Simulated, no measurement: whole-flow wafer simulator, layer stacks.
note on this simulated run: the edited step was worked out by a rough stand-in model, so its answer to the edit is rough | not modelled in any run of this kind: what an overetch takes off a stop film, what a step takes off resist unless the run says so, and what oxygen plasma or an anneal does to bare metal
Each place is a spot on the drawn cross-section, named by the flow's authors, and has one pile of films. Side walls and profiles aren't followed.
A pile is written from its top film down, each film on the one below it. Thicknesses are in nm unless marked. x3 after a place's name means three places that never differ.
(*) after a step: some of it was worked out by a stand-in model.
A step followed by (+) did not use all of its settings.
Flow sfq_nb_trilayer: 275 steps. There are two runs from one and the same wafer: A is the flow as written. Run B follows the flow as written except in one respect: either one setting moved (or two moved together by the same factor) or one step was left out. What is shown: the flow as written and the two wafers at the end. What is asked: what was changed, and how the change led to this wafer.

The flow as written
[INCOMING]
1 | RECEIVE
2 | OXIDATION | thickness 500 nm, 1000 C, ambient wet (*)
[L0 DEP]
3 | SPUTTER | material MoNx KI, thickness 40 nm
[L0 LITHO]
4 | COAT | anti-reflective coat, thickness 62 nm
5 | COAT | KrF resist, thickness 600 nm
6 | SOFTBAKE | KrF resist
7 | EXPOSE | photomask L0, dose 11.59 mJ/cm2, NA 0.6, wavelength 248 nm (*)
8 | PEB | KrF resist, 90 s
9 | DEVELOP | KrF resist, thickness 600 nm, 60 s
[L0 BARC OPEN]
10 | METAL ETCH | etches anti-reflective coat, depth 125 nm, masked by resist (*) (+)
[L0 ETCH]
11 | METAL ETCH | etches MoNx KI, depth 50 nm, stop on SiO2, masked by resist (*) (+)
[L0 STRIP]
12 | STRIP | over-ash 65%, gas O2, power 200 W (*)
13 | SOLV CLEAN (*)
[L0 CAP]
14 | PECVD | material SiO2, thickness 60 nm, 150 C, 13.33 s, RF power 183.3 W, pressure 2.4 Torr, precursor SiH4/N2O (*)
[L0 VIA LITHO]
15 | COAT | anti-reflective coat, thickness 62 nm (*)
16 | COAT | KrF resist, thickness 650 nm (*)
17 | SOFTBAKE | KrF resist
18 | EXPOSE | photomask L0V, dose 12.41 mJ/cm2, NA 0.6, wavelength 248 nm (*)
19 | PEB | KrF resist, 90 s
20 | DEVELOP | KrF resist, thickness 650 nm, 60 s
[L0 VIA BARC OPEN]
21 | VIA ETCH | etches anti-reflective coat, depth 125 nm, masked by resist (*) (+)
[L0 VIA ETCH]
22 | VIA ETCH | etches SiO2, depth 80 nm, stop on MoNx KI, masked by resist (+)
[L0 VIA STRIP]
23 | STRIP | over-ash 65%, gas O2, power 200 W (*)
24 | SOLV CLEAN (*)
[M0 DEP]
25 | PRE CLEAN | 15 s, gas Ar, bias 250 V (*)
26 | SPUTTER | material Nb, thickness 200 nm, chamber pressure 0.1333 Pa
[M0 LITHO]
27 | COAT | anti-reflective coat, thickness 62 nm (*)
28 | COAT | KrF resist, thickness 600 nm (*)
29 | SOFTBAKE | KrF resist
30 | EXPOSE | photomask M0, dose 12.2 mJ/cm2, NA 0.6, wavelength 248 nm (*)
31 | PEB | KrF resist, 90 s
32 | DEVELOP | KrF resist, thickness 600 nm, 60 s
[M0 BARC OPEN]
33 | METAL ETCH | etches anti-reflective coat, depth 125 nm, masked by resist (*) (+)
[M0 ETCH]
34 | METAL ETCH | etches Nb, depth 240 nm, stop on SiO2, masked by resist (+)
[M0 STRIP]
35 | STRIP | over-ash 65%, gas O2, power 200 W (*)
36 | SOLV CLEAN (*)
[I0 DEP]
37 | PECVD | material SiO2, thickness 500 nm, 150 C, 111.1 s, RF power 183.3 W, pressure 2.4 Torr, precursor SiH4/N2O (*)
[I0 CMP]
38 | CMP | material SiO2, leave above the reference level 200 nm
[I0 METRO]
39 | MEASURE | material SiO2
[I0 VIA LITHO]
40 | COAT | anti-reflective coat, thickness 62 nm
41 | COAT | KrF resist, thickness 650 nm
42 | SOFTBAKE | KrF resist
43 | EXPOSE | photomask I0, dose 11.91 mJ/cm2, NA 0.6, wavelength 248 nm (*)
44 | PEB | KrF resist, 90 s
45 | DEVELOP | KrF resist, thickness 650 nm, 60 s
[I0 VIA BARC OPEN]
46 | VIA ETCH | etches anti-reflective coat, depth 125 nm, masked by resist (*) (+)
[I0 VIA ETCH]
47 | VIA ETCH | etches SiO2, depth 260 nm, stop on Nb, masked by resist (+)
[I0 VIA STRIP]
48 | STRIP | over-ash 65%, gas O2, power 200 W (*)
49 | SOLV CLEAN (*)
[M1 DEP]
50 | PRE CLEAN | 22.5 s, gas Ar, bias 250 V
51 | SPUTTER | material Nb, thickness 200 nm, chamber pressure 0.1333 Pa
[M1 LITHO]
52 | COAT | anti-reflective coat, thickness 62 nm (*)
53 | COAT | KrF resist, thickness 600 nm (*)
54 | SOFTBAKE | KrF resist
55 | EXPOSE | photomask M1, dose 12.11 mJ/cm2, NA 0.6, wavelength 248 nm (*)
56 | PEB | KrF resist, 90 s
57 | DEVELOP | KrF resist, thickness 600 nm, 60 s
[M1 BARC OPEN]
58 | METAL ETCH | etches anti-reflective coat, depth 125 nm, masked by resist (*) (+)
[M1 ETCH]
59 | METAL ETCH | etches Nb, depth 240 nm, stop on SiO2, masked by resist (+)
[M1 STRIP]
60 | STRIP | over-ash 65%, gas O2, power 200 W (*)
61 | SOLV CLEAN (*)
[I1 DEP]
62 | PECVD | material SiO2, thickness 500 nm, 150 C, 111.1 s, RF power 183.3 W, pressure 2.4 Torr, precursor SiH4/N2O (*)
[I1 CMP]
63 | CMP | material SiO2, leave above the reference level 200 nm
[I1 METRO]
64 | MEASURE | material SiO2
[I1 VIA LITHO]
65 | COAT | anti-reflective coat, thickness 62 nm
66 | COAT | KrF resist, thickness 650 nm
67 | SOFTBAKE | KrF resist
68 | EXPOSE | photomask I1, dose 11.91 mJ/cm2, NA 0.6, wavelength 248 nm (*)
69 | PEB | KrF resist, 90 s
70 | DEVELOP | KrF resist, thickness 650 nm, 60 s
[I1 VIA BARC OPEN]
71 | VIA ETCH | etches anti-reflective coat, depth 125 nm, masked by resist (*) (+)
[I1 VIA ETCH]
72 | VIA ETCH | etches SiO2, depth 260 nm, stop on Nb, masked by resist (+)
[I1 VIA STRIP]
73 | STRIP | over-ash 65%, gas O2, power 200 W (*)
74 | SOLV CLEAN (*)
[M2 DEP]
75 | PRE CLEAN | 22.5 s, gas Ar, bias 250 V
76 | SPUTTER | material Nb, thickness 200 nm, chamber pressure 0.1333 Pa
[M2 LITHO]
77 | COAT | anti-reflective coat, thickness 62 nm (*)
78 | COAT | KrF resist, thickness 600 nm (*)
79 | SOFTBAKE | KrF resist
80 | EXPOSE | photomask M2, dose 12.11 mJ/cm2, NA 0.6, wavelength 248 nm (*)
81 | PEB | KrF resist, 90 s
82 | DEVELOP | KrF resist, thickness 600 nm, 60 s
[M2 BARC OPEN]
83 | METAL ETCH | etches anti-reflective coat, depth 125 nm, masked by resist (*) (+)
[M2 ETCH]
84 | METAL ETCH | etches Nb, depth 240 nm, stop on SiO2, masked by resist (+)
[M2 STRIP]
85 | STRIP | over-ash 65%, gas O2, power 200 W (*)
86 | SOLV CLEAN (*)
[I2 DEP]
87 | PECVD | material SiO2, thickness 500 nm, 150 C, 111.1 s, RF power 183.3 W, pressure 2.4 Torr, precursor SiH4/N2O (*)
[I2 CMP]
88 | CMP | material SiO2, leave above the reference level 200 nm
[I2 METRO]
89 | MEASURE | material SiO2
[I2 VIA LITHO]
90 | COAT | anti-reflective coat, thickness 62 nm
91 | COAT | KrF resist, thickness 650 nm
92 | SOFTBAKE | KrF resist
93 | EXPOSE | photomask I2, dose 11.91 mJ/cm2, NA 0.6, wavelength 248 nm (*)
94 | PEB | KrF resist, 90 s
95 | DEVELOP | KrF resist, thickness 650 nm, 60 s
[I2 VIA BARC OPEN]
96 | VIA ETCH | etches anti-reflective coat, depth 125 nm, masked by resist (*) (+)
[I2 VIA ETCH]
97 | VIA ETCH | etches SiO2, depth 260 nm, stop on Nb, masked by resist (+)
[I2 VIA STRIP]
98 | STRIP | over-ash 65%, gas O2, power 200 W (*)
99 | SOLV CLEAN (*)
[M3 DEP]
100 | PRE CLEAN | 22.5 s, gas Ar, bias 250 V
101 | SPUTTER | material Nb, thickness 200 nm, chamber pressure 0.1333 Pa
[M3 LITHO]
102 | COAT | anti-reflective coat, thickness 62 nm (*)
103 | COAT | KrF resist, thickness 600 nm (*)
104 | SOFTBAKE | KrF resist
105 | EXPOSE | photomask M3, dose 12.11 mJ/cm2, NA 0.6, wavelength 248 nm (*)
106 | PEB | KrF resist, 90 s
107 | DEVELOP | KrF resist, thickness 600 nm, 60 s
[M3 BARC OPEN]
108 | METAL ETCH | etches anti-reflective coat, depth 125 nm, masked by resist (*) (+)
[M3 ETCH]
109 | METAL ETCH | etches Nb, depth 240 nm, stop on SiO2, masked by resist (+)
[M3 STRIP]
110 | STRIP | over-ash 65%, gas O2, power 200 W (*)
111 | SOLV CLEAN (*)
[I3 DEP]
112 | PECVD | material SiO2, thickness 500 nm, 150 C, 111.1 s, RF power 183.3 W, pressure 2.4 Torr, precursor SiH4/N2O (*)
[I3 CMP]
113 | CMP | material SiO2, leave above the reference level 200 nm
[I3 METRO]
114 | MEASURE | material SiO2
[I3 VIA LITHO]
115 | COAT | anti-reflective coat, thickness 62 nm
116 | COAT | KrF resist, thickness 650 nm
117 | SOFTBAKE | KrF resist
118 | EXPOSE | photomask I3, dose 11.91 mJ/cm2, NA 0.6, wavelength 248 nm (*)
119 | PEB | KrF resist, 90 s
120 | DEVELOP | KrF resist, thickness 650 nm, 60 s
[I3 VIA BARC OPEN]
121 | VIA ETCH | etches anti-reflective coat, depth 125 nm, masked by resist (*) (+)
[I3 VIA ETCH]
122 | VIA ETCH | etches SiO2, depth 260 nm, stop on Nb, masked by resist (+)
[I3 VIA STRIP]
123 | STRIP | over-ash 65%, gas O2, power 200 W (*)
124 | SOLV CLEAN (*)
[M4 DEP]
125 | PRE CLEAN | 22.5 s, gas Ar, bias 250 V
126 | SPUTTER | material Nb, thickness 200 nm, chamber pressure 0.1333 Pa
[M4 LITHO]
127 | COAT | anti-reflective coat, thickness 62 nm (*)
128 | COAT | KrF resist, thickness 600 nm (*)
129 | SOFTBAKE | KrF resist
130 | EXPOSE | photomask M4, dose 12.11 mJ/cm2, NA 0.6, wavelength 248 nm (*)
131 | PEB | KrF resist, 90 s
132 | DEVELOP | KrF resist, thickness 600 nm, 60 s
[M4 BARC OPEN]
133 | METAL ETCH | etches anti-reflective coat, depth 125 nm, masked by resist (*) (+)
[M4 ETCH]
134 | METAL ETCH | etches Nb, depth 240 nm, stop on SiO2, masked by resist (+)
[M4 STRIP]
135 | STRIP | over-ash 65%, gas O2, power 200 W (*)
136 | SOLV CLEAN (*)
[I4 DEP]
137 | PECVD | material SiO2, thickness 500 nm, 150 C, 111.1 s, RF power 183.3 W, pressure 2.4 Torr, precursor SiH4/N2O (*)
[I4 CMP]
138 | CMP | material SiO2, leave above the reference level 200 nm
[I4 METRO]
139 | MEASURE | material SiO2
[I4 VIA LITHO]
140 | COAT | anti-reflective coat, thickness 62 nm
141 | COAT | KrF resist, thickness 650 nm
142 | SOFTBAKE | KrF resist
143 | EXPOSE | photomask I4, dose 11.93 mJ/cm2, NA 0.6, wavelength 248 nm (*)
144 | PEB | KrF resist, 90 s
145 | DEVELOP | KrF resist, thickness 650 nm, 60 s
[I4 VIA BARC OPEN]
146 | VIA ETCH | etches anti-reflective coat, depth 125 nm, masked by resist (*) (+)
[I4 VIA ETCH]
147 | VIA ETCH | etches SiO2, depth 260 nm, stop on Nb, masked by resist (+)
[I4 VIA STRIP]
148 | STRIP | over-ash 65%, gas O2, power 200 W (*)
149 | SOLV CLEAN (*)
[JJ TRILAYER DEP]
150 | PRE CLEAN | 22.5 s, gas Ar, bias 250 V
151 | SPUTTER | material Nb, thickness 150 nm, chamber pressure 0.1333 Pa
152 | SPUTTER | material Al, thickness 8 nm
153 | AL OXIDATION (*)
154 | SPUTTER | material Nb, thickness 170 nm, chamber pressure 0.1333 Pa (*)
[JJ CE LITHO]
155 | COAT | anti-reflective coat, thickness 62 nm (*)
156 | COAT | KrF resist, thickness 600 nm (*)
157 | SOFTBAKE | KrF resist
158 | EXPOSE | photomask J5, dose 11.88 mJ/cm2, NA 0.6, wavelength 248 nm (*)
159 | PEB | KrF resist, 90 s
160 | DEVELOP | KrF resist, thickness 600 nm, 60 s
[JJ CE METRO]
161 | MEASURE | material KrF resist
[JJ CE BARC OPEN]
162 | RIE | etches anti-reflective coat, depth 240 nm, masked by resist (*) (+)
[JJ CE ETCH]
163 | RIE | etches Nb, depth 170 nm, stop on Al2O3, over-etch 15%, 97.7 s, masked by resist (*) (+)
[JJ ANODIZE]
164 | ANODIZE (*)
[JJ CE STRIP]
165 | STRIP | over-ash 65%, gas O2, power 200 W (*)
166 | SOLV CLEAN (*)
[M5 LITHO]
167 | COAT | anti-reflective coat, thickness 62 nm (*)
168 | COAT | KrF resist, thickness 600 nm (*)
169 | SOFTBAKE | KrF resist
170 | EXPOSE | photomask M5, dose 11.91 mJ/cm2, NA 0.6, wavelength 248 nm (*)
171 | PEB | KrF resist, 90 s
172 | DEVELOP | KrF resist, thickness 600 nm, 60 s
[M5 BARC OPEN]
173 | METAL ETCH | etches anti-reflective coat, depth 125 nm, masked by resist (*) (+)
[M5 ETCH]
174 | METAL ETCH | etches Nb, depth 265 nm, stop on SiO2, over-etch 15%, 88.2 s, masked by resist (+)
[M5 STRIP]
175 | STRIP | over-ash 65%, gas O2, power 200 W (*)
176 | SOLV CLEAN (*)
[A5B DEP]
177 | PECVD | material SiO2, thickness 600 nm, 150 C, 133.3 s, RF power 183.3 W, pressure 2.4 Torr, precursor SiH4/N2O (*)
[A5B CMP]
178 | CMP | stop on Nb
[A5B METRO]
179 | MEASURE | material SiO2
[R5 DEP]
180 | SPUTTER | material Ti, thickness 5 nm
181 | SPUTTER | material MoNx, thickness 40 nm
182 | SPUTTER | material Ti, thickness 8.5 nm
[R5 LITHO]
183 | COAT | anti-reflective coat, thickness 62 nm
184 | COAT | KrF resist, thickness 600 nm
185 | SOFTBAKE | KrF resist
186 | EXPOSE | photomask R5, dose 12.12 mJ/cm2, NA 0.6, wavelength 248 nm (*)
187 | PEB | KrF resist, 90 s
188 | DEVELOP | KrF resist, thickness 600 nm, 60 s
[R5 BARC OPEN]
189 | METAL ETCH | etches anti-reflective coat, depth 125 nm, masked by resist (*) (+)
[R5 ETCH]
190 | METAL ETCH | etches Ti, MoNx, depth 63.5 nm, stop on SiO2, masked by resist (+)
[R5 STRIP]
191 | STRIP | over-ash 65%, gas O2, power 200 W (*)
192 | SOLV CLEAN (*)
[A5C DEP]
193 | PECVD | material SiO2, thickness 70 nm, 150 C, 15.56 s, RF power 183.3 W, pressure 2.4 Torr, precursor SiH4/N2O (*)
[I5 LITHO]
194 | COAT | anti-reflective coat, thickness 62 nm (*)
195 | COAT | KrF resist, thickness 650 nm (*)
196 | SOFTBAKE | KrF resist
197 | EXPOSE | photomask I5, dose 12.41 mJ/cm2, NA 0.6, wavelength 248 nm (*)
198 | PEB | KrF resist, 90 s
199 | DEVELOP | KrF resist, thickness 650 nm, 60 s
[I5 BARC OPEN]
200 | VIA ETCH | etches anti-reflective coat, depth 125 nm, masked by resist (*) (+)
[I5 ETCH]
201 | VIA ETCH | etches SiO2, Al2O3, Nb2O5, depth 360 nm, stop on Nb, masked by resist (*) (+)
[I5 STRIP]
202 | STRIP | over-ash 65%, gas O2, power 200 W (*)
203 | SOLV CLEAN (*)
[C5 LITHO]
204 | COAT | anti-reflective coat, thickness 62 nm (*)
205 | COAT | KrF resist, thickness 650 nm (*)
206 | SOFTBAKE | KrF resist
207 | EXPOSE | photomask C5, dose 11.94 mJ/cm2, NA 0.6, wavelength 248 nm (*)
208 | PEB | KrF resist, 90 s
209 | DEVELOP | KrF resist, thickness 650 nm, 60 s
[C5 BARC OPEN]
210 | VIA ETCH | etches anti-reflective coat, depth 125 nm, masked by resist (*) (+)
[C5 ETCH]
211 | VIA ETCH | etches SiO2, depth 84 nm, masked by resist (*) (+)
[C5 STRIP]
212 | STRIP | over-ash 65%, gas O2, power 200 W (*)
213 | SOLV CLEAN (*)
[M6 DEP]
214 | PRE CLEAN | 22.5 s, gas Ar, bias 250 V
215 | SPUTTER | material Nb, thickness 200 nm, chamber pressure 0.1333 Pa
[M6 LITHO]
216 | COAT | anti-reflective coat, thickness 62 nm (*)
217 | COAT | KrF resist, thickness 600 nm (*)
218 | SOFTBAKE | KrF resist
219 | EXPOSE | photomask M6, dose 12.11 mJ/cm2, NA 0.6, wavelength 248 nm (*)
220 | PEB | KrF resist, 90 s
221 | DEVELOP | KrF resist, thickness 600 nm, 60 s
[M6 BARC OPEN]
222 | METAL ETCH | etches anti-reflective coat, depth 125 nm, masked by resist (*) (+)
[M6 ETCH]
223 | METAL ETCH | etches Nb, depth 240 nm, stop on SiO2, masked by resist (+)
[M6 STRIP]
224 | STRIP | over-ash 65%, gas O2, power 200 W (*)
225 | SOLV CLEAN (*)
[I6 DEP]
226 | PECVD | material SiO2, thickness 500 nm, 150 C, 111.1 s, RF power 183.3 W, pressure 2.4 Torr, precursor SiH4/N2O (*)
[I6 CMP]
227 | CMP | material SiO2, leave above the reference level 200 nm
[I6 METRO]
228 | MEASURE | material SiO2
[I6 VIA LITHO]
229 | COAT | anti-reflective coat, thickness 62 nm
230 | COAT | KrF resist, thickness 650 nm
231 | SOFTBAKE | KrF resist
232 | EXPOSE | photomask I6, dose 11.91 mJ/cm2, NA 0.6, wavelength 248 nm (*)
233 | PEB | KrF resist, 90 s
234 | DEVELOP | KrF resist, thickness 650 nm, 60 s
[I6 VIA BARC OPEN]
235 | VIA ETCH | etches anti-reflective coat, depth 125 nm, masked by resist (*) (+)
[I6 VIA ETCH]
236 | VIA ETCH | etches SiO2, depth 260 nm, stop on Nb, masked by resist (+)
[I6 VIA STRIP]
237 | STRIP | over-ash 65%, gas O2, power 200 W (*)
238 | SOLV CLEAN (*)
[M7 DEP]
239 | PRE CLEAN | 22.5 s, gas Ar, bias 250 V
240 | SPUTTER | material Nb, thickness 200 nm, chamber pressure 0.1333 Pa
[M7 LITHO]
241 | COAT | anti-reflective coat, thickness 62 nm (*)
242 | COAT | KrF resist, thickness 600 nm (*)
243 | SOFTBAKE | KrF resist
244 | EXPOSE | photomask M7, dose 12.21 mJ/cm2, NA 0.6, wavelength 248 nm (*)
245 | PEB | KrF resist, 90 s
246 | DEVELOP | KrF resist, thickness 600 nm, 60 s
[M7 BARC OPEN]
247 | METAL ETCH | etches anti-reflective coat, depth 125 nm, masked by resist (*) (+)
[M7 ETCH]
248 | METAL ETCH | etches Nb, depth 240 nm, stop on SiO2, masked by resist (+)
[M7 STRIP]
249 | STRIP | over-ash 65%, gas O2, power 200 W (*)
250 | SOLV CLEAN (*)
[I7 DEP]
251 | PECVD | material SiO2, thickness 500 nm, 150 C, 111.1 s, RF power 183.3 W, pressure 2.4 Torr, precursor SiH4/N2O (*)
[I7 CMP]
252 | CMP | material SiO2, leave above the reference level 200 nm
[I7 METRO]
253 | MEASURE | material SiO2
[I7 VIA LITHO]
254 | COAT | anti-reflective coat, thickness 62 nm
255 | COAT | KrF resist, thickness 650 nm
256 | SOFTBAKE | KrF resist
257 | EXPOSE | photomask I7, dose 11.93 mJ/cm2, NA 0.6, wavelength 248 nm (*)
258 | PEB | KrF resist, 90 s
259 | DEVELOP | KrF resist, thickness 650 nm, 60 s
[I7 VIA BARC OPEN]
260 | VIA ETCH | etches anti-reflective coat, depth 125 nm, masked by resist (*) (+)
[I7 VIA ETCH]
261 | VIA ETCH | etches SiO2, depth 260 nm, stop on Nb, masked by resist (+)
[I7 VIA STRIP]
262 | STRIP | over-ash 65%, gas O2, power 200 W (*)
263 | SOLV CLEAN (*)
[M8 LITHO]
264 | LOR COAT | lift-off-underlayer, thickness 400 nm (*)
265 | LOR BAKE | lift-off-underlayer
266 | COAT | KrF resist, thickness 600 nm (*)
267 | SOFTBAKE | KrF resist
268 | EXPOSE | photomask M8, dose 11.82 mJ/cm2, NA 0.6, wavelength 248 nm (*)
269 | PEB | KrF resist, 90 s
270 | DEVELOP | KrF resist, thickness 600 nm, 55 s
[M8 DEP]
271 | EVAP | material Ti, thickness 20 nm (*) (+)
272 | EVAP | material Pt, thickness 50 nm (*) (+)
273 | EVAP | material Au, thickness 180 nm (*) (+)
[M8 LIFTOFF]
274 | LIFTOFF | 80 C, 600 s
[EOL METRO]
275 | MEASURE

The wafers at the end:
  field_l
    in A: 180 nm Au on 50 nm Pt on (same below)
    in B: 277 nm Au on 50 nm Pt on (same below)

The reason: step 273, EVAP: thickness 277 nm was run, whereas the flow has thickness 180 nm.
The wafer lets one read it off: field_l has Au 277, and step 273 as written asks for 180 nm.

How this came from the change, step by step:
  273 | EVAP | material Au, thickness 180 nm (*) (+)
      field_l, v_sur, via_wl and 103 more: A +180 Au (new film) | B +277 Au (new film)
  274 | LIFTOFF | 80 C, 600 s
      p4_fl, p4_fm, p4_w1 and 71 more: A -180 Au (all of it), -50 Pt (all of it), -20 Ti (all of it), -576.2 KrF resist (all of it), -400 lift-off-underlayer (all of it) | B -277 Au (all of it), -50 Pt (all of it), -20 Ti (all of it), -576.2 KrF resist (all of it), -400 lift-off-underlayer (all of it)
      c5j, ce_r: A -180 Au (all of it), -50 Pt (all of it), -20 Ti (all of it), -573.3 KrF resist (all of it), -399.3 lift-off-underlayer (all of it) | B -277 Au (all of it), -50 Pt (all of it), -20 Ti (all of it), -573.3 KrF resist (all of it), -399.3 lift-off-underlayer (all of it)
      (and at 19 other places as well)
